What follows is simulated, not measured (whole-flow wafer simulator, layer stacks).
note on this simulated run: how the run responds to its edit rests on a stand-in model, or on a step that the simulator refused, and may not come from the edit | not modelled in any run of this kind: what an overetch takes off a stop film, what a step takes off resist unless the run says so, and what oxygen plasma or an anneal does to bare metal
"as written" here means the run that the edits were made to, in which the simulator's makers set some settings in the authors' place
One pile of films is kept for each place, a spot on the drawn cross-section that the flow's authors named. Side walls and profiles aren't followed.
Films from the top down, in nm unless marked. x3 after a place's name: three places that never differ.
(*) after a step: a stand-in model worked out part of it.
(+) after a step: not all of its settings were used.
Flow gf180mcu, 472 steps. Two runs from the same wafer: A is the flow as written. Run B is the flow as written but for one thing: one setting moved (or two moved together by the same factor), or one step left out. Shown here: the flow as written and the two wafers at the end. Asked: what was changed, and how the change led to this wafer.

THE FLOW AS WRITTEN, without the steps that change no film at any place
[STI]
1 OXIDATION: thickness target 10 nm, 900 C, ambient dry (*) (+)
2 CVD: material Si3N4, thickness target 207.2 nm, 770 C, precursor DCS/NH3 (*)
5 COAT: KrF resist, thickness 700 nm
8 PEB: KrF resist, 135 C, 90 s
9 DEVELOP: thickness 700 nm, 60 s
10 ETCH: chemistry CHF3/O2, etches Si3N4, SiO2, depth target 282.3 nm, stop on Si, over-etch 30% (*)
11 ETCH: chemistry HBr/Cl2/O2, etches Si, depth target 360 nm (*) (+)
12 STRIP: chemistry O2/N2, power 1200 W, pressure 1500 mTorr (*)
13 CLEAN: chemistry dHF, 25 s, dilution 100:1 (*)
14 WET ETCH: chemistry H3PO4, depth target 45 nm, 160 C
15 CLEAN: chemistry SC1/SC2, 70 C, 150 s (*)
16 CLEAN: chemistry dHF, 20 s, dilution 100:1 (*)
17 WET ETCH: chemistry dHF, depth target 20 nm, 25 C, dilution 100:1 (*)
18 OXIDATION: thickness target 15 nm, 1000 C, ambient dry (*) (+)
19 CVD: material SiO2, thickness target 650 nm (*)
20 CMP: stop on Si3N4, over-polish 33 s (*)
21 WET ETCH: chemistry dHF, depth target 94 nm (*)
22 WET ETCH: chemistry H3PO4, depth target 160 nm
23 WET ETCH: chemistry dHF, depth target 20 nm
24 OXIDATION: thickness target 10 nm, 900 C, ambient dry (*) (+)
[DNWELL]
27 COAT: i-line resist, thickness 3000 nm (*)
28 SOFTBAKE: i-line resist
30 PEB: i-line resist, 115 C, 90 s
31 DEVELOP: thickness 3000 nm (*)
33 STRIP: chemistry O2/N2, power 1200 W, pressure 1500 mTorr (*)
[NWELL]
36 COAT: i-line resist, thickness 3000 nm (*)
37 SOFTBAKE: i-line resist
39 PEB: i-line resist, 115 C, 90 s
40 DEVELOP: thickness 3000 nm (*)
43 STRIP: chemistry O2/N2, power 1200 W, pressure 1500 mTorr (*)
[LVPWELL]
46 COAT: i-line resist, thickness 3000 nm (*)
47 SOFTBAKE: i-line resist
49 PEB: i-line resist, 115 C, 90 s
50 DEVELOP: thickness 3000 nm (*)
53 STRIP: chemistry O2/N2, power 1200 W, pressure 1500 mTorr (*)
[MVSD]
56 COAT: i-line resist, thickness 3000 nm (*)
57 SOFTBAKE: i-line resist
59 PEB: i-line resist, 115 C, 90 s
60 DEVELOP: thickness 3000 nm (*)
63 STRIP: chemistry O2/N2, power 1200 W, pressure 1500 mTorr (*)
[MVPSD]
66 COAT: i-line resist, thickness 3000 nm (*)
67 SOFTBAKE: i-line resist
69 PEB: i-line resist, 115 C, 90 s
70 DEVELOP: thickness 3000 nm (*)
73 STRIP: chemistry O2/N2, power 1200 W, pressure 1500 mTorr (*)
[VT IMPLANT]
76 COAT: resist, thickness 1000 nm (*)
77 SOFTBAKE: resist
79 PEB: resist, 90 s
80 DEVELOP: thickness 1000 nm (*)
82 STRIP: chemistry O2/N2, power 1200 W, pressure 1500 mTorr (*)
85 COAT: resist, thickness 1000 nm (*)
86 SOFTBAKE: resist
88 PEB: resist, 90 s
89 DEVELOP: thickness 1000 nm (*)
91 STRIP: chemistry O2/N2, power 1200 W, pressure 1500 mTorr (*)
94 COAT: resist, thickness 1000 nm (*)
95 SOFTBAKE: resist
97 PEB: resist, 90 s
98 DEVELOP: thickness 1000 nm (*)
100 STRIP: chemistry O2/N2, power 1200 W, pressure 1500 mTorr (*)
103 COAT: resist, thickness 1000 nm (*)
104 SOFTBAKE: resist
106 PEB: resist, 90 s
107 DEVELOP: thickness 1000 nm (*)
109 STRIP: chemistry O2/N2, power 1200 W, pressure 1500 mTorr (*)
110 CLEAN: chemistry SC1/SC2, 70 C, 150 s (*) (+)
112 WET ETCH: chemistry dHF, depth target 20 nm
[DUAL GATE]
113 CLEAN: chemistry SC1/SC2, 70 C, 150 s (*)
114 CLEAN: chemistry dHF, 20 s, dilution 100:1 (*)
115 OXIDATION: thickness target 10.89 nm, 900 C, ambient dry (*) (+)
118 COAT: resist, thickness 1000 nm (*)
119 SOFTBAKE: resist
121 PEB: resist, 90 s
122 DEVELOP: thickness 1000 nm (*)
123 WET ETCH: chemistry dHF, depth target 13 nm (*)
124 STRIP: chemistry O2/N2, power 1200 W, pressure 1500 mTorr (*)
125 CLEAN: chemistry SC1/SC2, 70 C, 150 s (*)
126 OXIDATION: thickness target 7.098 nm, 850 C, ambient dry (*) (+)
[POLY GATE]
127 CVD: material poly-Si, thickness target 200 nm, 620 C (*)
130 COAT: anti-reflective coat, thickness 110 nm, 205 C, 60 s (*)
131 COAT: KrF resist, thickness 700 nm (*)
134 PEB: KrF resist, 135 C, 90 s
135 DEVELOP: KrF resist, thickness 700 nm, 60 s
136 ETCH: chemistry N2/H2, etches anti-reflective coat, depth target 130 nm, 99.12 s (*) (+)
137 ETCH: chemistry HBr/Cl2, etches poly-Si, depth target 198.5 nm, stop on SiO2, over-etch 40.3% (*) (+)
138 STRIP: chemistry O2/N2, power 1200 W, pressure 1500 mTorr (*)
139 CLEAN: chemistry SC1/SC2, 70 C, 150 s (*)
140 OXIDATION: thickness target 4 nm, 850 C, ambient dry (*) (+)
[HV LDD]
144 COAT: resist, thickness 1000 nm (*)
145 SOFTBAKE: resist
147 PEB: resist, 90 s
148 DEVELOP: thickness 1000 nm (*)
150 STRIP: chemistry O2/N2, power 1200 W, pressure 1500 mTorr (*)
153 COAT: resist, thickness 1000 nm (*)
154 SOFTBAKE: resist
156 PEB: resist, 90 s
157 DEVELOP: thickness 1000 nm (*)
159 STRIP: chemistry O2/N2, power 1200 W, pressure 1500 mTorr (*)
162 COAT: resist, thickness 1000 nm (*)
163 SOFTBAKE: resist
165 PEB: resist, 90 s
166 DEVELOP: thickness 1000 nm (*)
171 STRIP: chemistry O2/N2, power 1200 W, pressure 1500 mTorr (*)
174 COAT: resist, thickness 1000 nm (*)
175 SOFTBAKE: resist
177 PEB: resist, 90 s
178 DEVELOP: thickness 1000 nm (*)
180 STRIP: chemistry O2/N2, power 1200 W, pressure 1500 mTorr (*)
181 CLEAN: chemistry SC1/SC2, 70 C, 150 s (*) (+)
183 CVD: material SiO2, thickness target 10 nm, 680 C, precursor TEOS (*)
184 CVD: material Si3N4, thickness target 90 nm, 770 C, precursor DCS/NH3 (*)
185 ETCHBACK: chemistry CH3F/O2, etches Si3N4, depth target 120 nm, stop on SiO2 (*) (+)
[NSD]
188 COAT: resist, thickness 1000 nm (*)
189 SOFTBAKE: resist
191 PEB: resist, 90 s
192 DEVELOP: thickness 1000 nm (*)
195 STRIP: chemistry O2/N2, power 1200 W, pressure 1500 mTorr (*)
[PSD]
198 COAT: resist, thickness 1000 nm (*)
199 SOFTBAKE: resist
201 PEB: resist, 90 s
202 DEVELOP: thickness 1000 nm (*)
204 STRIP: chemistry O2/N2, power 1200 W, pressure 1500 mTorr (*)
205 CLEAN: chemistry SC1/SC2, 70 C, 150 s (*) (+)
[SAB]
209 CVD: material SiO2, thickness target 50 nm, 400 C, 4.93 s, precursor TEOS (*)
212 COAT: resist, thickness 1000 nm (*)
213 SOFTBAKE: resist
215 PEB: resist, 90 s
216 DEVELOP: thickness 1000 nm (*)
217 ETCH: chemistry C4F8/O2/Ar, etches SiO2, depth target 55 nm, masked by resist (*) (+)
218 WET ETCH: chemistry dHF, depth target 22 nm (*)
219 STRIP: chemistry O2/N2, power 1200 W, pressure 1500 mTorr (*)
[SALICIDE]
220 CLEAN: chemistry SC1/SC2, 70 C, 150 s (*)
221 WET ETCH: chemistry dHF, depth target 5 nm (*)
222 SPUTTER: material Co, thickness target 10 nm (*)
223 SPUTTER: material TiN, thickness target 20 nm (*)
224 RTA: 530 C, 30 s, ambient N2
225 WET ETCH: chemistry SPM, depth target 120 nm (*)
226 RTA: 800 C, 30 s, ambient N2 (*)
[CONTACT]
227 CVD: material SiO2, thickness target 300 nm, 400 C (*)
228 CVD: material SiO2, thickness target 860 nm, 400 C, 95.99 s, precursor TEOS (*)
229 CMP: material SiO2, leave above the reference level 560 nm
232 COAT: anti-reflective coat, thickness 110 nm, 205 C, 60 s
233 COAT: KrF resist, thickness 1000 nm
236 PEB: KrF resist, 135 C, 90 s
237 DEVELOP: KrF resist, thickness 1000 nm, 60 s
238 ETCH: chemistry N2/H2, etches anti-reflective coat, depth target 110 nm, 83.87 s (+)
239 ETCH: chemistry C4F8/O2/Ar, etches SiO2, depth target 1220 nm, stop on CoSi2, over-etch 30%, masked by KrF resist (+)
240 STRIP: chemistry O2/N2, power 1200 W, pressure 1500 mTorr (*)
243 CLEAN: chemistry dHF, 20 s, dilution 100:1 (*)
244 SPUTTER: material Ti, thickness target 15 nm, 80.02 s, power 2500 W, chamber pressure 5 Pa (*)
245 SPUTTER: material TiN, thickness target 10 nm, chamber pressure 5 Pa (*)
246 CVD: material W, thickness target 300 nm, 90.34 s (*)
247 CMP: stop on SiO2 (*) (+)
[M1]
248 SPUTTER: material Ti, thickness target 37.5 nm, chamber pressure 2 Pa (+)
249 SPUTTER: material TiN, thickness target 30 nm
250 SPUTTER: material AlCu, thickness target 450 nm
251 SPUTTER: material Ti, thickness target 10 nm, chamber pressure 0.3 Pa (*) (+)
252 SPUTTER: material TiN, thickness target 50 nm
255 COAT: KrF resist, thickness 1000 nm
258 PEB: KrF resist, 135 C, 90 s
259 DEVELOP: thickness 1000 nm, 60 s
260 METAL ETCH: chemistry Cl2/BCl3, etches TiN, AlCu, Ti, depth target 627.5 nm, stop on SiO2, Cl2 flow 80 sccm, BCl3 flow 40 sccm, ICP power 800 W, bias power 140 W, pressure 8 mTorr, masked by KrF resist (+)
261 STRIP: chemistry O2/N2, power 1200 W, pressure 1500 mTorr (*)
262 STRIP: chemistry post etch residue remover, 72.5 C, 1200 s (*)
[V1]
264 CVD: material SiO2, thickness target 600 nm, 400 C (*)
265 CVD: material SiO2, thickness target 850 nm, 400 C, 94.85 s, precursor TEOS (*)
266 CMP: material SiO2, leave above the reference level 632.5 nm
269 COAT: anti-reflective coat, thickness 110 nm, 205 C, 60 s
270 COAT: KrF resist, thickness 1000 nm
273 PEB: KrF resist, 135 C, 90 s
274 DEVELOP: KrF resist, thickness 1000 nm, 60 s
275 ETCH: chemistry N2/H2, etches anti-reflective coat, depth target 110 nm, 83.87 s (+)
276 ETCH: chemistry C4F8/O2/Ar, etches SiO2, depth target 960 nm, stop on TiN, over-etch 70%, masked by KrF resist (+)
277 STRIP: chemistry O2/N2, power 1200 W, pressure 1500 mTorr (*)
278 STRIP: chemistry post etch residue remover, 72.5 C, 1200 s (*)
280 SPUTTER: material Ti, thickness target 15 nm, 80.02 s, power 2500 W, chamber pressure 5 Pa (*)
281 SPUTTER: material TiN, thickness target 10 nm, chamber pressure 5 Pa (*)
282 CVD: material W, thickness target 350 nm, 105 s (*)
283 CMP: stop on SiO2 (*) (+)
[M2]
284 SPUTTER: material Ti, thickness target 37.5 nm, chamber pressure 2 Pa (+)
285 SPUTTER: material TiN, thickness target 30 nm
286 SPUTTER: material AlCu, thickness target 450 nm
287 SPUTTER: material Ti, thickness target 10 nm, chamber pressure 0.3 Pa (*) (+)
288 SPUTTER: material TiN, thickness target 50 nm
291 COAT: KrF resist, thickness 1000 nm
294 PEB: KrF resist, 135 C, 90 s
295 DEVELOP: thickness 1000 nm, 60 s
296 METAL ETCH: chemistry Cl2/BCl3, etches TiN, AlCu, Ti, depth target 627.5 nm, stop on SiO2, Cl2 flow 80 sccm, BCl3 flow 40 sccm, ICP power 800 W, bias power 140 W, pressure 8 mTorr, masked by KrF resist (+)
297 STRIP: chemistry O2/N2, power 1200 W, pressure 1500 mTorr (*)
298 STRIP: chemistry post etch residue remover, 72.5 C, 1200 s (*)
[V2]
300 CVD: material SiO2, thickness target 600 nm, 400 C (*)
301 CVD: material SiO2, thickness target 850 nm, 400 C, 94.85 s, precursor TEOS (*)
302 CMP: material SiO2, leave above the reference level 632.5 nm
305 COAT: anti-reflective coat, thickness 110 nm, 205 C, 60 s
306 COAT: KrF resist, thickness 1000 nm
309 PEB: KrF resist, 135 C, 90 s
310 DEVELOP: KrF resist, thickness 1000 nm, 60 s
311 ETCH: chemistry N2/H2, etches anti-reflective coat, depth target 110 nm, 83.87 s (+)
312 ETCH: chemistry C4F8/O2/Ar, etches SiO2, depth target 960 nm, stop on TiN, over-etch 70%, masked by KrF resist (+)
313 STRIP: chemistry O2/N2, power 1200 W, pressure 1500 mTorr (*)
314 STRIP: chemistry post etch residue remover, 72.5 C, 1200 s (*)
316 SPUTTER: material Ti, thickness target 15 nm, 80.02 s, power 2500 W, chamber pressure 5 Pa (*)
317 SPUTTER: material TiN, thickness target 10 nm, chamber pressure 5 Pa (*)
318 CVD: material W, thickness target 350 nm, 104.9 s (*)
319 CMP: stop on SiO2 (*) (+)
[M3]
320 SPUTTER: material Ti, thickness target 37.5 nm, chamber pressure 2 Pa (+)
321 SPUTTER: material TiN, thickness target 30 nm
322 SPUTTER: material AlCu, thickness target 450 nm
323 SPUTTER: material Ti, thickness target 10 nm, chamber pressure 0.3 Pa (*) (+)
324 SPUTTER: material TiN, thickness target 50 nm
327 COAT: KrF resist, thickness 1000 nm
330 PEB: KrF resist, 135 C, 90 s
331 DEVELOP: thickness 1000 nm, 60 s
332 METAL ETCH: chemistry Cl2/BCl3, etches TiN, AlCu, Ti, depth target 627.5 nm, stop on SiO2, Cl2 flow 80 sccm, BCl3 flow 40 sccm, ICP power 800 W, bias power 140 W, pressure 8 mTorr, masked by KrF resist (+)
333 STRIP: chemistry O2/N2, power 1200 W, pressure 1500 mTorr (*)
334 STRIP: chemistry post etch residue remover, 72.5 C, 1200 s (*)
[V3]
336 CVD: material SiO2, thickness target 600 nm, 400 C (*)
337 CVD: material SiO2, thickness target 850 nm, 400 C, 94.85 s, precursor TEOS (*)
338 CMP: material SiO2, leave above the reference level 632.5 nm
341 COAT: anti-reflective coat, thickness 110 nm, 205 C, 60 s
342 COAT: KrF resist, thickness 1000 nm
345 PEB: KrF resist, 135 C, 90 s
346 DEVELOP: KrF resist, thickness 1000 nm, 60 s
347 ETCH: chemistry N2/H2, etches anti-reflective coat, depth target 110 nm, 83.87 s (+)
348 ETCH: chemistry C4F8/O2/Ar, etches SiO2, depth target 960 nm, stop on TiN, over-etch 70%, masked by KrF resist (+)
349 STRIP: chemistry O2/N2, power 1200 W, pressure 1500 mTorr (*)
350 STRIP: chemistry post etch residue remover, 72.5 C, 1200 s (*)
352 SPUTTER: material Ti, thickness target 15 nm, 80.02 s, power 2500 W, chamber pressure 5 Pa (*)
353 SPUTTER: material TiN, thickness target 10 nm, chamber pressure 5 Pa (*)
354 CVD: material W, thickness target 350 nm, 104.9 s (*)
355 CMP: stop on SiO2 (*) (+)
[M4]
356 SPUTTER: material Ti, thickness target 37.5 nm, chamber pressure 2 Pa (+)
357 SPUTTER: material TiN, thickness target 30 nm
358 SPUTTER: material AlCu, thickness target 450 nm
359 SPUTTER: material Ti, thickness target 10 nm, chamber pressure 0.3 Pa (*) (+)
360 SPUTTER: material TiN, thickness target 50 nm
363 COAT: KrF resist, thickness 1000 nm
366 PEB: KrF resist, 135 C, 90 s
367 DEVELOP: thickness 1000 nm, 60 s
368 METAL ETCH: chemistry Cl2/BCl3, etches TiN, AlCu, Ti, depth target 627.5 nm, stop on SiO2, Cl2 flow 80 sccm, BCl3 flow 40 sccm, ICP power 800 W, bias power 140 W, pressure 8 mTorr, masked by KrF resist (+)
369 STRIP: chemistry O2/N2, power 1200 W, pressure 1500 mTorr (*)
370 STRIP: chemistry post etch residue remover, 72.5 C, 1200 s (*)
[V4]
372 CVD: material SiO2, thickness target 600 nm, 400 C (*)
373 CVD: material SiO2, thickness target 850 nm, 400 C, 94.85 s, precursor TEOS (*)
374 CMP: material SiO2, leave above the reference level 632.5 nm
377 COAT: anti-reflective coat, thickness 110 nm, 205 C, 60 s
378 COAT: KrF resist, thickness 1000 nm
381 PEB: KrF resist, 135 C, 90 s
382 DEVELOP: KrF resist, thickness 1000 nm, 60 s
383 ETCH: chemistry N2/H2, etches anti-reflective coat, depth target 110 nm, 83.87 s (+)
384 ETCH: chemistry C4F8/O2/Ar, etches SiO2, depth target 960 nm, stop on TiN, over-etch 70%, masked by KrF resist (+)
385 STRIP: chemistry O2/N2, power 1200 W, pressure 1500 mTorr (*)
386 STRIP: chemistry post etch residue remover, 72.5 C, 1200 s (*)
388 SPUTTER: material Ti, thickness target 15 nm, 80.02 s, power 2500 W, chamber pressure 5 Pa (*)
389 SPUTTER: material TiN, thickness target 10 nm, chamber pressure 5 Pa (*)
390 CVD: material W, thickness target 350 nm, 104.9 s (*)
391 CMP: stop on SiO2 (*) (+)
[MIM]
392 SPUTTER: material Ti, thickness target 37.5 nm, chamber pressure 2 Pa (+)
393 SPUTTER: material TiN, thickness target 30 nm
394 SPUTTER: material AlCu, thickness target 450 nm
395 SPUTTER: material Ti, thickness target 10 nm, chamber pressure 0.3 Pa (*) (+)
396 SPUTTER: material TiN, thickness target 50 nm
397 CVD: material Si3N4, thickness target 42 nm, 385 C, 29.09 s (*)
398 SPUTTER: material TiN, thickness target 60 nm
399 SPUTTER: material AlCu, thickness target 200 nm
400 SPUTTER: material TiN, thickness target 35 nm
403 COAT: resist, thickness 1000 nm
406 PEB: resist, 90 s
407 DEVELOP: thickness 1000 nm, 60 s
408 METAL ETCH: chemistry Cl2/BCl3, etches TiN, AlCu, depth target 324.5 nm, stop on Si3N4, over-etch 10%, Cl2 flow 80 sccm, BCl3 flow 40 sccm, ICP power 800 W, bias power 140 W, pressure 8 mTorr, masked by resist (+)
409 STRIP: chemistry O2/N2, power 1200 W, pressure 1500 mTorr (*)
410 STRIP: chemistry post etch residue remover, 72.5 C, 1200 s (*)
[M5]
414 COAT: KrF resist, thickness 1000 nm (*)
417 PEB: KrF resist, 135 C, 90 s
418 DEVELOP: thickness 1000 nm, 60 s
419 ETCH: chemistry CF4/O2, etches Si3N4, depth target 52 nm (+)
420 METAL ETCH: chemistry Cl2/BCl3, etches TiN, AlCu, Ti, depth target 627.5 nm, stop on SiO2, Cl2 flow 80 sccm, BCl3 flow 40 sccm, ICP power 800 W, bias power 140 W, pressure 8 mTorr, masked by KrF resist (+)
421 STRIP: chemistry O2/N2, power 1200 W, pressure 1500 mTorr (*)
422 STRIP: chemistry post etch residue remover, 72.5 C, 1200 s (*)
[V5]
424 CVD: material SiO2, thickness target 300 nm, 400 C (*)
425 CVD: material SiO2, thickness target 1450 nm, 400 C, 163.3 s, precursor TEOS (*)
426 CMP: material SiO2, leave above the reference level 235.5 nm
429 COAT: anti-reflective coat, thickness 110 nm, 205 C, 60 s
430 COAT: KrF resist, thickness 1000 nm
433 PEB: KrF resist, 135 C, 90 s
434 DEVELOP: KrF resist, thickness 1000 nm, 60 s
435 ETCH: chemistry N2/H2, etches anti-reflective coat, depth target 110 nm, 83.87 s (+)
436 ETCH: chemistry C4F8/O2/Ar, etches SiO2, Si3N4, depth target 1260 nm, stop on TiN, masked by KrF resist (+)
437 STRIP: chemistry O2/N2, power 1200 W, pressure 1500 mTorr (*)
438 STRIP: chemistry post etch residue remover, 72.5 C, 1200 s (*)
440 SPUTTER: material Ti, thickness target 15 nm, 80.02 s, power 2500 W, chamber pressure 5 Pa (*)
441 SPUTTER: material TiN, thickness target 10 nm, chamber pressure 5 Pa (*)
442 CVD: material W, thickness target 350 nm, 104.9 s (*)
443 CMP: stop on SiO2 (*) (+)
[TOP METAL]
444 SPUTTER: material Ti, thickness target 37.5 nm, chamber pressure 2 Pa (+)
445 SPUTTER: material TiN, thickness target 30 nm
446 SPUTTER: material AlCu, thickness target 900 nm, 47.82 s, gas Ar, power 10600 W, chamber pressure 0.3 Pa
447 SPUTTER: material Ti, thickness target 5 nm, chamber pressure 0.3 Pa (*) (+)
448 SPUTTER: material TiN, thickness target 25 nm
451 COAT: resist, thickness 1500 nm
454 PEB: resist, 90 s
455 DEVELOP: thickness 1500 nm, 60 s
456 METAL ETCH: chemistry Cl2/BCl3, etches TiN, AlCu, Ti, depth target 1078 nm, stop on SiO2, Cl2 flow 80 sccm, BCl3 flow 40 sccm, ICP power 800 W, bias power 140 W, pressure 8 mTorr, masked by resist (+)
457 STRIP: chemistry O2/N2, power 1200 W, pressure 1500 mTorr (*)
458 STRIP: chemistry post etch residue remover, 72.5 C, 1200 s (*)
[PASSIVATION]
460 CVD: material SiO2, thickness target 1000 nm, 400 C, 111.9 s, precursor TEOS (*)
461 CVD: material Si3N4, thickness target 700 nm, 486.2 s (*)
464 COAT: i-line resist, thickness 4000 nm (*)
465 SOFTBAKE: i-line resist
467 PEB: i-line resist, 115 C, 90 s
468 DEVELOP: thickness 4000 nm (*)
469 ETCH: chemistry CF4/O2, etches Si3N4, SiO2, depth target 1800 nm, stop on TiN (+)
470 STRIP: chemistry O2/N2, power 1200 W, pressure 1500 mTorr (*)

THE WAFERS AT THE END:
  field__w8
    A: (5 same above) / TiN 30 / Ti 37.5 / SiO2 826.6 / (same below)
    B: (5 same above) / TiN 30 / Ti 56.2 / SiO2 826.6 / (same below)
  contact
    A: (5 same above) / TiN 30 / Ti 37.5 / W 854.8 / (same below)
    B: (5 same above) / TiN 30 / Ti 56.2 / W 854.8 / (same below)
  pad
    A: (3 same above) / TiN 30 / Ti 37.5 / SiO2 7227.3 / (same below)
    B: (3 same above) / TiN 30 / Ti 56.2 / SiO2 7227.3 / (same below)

The cause: step 444, SPUTTER: thickness target 56.25 nm was run, where the flow has thickness target 37.5 nm.
It can be read off the wafer: field__w8 has Ti 56.2, and step 444 as written asks for 37.5 nm.

How the change led to this, step by step:
  444 SPUTTER: material Ti, thickness target 37.5 nm, chamber pressure 2 Pa (+)
      field, field__w1, field__w2 and 109 more: A Ti +37.5 (new film) | B Ti +56.2 (new film)
  456 METAL ETCH: chemistry Cl2/BCl3, etches TiN, AlCu, Ti, depth target 1078 nm, stop on SiO2, Cl2 flow 80 sccm, BCl3 flow 40 sccm, ICP power 800 W, bias power 140 W, pressure 8 mTorr, masked by resist (+)
      field, field__w1, field__w2 and 103 more: A TiN -25 (all of it), Ti -5 (all of it), AlCu -900 (all of it), TiN -30 (all of it), Ti -37.5 (all of it) | B TiN -25 (all of it), Ti -5 (all of it), AlCu -900 (all of it), TiN -30 (all of it), Ti -56.2 (all of it)
  465 SOFTBAKE: i-line resist
      field: A i-line resist -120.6 | B i-line resist -111.6
      field__w2: A i-line resist +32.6 | B i-line resist +28.9
      (and at 64 more places)
